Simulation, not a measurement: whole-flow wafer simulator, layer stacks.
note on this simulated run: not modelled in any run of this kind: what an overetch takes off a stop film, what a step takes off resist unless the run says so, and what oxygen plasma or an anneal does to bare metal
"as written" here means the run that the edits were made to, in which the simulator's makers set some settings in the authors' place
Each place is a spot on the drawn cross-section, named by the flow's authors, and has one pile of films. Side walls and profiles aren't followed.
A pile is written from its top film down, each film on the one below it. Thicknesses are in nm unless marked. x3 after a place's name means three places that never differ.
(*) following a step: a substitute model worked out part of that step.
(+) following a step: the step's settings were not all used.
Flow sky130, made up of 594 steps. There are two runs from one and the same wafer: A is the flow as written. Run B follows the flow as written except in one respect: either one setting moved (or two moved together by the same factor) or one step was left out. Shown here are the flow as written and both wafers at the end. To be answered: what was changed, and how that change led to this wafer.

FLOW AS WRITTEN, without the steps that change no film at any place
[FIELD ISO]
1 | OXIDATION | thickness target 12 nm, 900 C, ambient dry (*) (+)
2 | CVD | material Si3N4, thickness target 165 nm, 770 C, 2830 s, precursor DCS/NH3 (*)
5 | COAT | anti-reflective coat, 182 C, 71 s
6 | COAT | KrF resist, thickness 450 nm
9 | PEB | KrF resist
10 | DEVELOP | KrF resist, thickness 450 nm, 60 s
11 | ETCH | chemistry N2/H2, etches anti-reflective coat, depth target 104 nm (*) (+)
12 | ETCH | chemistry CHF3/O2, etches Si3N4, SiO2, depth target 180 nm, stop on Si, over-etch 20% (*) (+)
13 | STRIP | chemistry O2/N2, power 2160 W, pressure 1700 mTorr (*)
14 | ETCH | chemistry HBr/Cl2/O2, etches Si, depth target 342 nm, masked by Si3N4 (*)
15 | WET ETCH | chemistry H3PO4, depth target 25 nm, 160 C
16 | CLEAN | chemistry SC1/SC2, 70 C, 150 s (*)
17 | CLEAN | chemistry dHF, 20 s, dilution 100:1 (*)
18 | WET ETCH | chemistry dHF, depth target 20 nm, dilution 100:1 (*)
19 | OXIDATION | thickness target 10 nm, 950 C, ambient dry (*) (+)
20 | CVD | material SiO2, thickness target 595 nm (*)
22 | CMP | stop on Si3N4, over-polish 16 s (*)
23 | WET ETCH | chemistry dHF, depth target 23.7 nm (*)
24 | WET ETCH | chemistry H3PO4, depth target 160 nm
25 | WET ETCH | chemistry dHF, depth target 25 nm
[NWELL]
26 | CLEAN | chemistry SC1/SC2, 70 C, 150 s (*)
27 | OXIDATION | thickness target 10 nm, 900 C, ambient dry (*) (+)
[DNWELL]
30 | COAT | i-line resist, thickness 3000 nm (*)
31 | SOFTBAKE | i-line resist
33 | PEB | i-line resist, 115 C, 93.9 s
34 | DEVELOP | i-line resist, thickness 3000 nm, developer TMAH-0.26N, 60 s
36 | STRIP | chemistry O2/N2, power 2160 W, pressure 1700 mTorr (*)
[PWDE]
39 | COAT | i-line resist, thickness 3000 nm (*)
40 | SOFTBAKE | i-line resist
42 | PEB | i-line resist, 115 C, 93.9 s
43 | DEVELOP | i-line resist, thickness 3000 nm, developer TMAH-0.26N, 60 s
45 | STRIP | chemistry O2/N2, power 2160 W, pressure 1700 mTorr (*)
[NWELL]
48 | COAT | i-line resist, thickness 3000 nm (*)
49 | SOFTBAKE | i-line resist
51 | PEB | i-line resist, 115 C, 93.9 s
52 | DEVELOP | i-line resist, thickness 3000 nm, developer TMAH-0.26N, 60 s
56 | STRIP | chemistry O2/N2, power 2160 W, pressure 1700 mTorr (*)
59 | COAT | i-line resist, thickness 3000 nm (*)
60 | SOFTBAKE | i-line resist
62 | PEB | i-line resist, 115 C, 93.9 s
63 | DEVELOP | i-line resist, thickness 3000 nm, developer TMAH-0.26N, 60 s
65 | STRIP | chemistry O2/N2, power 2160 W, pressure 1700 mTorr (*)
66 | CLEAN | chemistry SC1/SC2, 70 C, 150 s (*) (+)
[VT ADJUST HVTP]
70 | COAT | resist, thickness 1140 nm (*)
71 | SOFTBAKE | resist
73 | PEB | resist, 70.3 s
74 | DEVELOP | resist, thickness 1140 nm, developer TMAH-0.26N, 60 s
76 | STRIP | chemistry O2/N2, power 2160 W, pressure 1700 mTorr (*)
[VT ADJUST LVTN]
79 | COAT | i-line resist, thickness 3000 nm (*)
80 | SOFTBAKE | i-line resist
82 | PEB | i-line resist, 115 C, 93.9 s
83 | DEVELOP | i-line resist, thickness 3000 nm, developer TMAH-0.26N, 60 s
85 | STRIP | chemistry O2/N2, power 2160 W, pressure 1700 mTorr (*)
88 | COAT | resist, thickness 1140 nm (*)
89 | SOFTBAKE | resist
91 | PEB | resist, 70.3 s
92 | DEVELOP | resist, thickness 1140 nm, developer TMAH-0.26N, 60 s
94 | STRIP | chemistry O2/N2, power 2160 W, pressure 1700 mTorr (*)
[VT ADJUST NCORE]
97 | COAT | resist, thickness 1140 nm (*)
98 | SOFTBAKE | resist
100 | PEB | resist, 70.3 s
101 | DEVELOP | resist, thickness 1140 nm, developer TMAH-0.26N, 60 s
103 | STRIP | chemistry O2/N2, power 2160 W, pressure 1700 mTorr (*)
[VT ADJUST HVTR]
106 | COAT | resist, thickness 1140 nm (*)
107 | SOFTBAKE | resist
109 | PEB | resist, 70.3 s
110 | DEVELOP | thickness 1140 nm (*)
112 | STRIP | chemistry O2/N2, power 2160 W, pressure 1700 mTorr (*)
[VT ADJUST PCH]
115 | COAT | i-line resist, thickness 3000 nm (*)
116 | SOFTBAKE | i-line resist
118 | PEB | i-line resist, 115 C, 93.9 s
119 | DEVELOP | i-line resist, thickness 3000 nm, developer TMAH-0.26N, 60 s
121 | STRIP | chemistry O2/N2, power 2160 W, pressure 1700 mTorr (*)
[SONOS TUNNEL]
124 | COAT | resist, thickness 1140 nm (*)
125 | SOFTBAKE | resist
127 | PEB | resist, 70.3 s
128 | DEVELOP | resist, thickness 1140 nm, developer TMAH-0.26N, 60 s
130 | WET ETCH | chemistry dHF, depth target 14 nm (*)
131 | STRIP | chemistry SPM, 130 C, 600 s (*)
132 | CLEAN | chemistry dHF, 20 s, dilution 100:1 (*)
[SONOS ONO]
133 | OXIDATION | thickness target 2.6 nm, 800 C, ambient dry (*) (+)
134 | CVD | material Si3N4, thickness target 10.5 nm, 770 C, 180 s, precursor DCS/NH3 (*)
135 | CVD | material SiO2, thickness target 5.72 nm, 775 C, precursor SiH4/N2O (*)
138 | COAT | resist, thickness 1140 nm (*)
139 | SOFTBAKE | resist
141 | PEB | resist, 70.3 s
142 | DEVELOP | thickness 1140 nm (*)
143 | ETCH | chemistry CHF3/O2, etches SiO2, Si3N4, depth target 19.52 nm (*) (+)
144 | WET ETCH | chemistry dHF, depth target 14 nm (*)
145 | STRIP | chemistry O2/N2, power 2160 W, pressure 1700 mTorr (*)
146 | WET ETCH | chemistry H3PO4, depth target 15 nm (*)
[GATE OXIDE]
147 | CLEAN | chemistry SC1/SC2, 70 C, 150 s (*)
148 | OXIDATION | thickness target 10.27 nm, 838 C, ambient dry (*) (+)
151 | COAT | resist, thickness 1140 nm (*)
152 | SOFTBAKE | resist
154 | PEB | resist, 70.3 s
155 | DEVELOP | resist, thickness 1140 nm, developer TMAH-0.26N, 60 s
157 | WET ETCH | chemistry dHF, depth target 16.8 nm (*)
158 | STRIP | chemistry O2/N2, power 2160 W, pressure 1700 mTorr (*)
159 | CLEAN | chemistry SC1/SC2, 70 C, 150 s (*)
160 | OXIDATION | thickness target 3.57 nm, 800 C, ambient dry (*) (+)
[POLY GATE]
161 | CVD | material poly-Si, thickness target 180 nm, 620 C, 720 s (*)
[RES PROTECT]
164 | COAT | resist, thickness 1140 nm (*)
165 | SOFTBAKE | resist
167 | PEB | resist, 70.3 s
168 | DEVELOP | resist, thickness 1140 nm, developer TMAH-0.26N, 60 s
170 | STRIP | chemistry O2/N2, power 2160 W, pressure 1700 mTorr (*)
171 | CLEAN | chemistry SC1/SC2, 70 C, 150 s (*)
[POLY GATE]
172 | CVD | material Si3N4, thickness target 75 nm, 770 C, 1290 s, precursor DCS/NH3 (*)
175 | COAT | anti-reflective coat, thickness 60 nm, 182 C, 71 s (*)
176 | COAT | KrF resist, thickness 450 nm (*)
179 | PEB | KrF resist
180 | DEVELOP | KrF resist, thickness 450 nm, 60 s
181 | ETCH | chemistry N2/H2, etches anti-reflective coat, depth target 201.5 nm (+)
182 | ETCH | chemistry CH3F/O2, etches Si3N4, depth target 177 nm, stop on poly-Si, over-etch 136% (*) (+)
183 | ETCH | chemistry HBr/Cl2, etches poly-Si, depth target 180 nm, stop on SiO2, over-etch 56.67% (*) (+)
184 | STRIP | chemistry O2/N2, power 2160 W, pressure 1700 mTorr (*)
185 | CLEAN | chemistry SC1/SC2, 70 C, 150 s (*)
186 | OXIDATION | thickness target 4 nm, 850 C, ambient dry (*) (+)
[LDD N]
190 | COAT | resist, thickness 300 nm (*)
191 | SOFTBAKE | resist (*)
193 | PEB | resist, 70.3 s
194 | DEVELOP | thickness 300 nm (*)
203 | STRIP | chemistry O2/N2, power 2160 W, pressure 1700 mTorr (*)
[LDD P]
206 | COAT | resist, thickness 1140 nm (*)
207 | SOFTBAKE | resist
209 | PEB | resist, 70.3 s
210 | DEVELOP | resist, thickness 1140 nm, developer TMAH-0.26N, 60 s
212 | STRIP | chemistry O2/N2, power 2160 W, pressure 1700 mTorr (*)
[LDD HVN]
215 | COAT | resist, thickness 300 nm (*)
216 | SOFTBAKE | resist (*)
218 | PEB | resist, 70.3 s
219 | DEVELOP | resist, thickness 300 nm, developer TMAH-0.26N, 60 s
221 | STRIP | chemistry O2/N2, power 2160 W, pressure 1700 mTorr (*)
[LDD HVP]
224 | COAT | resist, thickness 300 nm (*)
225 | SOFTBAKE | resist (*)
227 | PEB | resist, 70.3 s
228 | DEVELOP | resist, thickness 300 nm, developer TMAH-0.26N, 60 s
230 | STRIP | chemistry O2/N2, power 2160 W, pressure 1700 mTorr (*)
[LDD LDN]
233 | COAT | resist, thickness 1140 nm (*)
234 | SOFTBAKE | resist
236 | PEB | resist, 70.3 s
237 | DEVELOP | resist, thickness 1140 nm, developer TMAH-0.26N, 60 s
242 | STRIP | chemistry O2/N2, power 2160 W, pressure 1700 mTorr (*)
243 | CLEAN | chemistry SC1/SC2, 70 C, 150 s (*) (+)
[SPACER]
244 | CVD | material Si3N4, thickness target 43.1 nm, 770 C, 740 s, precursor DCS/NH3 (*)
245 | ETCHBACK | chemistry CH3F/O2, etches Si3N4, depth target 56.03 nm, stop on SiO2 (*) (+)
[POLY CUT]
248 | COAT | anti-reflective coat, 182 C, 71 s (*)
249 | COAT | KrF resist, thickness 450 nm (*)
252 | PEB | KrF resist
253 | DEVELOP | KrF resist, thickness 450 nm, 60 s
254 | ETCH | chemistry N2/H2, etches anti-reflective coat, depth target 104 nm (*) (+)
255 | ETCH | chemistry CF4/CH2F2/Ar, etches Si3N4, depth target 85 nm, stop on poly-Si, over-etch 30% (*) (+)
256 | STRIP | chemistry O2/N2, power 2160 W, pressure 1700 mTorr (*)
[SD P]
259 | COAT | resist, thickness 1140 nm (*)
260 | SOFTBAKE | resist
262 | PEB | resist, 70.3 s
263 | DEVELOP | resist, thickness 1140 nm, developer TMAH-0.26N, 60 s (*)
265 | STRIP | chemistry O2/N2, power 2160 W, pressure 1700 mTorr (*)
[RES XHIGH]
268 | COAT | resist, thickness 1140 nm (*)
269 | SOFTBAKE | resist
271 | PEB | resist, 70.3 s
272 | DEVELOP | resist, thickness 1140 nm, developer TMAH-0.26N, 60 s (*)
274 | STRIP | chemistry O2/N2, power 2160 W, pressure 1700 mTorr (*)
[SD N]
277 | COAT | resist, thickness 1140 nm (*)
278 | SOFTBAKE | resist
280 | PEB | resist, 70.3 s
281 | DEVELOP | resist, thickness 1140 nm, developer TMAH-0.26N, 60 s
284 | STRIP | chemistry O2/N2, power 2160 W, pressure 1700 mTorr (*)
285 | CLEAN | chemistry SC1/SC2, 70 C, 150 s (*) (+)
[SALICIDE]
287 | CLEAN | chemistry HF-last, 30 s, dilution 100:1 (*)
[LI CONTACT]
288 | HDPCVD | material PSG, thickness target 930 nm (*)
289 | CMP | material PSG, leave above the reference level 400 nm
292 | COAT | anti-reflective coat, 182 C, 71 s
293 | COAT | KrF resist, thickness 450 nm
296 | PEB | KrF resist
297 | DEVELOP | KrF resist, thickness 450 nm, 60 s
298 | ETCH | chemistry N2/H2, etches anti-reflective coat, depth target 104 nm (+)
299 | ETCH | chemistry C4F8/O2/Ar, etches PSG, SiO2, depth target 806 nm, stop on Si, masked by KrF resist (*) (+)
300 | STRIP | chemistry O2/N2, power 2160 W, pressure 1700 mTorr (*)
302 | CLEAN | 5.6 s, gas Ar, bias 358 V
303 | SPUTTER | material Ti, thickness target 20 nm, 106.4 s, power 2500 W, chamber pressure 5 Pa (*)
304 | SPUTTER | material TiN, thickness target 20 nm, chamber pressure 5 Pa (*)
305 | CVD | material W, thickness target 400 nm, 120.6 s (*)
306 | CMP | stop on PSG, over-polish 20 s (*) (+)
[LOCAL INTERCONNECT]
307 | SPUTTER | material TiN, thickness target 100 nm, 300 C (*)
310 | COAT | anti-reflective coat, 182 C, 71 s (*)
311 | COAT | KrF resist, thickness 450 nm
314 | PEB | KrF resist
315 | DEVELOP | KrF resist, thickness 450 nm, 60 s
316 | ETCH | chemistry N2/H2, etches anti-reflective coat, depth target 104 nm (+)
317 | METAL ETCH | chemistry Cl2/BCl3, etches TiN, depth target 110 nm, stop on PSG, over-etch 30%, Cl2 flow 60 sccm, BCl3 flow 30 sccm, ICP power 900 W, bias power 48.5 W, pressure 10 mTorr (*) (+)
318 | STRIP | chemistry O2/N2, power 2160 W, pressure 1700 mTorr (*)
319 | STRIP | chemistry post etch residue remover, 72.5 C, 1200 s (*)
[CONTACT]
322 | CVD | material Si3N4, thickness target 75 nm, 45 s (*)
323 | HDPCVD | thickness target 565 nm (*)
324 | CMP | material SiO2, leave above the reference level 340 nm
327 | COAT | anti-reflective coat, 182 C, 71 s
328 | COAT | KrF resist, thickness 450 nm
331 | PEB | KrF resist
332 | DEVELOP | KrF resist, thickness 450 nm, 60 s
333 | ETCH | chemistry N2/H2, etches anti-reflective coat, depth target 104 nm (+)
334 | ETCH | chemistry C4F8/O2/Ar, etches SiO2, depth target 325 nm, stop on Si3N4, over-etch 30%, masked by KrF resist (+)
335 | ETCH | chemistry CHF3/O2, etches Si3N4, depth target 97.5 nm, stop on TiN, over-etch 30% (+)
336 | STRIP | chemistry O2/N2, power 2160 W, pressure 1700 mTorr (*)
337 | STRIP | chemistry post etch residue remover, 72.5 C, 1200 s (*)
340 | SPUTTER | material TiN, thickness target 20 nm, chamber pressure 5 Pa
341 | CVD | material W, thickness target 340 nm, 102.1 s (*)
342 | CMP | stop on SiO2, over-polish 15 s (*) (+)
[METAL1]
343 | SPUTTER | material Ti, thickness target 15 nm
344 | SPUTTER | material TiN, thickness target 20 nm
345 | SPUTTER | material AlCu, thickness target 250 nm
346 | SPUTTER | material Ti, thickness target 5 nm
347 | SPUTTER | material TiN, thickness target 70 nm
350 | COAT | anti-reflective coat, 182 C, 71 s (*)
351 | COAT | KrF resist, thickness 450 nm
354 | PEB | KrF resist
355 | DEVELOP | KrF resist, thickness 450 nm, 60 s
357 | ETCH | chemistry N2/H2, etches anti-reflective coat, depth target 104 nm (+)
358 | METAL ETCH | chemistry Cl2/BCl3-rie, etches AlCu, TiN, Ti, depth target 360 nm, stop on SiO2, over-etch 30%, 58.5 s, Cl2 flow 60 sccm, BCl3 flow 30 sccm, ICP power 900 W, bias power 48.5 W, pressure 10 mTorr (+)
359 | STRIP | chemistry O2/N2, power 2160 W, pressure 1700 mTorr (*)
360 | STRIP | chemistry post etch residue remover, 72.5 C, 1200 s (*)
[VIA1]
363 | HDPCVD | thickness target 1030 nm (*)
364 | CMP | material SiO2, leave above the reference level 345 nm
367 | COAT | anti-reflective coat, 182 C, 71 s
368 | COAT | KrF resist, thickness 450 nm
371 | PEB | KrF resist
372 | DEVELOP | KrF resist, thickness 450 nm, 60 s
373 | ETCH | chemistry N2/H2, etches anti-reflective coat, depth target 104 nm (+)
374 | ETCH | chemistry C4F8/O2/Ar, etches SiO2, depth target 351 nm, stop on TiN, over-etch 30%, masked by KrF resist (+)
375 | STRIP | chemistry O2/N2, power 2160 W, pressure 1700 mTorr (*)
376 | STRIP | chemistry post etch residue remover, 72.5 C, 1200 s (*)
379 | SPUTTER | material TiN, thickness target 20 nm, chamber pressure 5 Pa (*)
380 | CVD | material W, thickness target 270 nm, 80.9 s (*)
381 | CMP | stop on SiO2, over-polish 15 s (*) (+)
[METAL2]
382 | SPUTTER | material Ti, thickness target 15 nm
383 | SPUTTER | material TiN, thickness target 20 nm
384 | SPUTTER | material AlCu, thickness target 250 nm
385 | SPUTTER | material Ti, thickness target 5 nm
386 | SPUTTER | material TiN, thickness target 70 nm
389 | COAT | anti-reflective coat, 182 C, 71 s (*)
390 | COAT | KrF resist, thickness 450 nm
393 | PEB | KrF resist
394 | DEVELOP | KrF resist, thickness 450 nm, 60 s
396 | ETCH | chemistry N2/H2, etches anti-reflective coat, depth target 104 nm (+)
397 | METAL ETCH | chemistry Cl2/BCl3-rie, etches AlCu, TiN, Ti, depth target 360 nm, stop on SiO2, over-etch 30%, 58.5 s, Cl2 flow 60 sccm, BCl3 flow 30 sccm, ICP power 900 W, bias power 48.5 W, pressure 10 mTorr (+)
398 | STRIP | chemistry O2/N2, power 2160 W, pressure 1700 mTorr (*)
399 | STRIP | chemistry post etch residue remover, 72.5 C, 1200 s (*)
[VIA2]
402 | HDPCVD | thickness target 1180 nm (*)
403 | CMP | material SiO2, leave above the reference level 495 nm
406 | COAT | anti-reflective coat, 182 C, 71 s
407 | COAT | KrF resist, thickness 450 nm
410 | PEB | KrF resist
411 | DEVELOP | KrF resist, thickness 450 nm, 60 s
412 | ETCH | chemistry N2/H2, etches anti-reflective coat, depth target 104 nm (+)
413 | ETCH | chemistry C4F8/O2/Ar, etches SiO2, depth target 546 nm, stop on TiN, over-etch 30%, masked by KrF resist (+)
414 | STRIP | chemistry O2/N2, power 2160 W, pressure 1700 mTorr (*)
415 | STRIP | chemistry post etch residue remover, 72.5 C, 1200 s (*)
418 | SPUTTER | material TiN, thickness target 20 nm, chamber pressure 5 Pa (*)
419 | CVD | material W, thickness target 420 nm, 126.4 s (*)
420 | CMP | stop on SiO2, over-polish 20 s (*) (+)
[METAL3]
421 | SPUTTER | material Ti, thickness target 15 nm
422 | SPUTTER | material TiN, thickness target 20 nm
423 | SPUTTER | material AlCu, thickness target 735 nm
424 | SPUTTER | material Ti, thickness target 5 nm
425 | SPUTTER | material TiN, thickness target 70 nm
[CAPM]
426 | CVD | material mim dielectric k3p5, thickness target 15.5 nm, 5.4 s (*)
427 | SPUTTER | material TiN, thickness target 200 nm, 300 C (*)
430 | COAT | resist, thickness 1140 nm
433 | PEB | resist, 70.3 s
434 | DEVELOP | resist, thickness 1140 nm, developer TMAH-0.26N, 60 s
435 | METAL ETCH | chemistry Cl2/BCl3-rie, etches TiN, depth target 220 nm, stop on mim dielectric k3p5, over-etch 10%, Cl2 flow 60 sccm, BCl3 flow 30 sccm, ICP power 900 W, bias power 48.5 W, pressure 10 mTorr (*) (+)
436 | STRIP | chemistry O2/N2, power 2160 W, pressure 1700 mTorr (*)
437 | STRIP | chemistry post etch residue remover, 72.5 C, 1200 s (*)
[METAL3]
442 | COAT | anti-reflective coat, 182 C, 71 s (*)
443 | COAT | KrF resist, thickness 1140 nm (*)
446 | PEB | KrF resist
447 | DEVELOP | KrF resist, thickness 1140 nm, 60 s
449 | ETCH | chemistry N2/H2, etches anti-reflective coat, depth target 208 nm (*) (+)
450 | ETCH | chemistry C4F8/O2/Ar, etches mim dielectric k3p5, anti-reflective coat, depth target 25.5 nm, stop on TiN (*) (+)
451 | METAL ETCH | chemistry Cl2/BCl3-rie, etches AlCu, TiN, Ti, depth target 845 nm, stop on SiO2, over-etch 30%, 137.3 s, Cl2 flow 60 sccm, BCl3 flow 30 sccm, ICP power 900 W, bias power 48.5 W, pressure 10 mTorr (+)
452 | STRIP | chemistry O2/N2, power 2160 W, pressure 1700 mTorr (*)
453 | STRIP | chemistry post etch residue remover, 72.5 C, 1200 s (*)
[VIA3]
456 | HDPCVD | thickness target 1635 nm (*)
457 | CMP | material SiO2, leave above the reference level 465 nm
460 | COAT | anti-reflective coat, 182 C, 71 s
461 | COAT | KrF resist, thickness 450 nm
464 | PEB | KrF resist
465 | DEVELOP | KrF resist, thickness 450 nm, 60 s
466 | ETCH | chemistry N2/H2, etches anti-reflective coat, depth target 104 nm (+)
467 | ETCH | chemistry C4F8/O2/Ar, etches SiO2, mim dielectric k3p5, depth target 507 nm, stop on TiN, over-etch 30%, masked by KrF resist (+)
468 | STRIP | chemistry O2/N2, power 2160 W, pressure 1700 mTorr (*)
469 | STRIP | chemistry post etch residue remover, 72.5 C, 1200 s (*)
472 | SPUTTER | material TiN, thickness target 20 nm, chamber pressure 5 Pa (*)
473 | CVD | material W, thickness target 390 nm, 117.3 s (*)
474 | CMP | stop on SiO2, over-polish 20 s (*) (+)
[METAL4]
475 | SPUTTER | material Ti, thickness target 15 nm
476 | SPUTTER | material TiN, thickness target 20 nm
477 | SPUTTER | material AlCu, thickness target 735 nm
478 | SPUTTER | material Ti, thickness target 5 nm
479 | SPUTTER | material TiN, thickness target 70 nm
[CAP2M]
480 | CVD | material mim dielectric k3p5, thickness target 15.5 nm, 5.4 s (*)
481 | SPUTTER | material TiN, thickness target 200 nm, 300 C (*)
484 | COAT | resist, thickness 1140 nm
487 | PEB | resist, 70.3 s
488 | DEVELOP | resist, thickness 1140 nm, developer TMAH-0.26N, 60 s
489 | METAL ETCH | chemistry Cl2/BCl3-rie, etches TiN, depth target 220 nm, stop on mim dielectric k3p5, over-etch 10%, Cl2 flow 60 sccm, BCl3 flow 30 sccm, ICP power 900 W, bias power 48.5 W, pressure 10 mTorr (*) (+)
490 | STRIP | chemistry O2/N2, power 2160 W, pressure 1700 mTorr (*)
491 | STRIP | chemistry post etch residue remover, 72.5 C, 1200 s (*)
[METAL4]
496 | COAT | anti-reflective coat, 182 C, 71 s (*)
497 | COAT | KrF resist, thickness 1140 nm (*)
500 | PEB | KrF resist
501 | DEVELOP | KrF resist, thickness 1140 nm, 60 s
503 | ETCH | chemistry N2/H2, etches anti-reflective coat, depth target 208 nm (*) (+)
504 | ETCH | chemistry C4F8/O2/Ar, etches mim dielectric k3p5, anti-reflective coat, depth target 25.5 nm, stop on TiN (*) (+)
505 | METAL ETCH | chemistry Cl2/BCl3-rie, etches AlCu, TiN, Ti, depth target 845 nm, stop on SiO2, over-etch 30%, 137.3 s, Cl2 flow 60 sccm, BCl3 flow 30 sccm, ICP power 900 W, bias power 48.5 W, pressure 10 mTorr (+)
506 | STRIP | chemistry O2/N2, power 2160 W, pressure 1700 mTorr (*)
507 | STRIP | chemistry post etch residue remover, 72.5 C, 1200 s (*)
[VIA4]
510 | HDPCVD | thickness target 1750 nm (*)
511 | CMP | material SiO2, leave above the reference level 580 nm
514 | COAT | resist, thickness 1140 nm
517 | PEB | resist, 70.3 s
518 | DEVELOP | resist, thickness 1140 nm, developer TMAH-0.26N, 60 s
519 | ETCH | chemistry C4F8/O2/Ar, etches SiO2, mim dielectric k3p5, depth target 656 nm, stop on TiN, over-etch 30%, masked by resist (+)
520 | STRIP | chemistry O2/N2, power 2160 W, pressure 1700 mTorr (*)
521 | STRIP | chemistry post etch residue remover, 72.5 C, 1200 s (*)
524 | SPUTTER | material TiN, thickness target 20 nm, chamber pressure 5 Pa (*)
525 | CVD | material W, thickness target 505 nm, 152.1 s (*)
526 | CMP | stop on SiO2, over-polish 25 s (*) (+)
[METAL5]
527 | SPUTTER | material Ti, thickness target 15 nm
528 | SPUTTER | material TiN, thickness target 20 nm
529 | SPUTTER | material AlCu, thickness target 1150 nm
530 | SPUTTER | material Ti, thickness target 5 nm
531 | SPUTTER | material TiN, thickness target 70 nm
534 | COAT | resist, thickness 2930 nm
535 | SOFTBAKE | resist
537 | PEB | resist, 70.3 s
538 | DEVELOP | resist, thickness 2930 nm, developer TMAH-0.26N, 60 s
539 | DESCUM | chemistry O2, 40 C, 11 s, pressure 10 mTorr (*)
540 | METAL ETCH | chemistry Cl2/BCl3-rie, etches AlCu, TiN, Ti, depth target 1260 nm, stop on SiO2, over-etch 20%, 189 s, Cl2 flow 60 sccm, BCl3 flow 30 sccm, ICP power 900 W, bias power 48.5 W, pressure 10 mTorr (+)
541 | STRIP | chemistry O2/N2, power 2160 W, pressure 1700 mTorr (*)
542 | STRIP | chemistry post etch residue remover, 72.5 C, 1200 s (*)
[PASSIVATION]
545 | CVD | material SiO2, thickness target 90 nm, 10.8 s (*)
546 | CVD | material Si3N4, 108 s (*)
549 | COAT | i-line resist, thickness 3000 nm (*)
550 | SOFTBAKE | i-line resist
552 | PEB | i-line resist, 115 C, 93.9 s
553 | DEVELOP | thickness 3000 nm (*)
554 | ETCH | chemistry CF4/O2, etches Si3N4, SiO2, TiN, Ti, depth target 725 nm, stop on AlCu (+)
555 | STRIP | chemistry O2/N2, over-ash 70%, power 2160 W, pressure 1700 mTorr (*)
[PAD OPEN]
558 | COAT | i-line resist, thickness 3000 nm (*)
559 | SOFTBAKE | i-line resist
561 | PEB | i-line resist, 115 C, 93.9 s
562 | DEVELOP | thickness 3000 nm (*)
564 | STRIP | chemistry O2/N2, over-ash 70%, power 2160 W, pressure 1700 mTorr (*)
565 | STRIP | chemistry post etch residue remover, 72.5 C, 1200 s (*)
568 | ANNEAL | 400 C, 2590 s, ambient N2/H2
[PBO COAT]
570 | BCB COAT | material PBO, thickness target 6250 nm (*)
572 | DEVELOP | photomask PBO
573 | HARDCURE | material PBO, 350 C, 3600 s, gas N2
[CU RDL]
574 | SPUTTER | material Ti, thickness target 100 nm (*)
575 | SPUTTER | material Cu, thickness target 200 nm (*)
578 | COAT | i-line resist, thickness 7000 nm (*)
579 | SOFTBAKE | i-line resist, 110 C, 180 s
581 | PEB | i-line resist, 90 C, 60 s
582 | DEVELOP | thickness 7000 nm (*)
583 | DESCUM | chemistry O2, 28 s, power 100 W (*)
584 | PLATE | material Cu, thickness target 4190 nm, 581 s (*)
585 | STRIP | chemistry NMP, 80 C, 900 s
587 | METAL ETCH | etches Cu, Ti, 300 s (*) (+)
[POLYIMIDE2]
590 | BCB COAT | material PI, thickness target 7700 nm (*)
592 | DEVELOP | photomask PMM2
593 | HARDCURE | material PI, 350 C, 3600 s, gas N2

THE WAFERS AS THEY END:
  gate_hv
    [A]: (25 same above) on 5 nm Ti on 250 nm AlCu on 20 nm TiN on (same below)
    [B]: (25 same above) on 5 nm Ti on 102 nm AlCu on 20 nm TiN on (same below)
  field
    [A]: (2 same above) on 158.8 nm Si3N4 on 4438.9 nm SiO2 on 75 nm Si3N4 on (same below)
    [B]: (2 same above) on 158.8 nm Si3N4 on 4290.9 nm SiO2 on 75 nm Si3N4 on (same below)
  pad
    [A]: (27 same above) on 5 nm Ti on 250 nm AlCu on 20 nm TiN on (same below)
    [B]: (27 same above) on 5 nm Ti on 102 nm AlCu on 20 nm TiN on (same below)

What caused this: step 345, SPUTTER: thickness target 102 nm was run, though the flow has thickness target 250 nm.
The wafer itself shows it: gate_hv has AlCu 102, and step 345 as written asks for 250 nm.

Step by step, how the change led to this:
  345 | SPUTTER | material AlCu, thickness target 250 nm
      field, active, n_well and 188 more: A AlCu gains 250 (new film) | B AlCu gains 102 (new film)
  358 | METAL ETCH | chemistry Cl2/BCl3-rie, etches AlCu, TiN, Ti, depth target 360 nm, stop on SiO2, over-etch 30%, 58.5 s, Cl2 flow 60 sccm, BCl3 flow 30 sccm, ICP power 900 W, bias power 48.5 W, pressure 10 mTorr (+)
      field, active, gate and 81 more: A TiN loses 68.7 (all of it), Ti loses 5 (all of it), AlCu loses 250 (all of it), TiN loses 20 (all of it), Ti loses 15 (all of it), SiO2 loses 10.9 | B TiN loses 68.7 (all of it), Ti loses 5 (all of it), AlCu loses 102 (all of it), TiN loses 20 (all of it), Ti loses 15 (all of it), SiO2 loses 25.7
  364 | CMP | material SiO2, leave above the reference level 345 nm
      field, active, gate and 81 more: A SiO2 loses 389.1 | B SiO2 loses 522.3
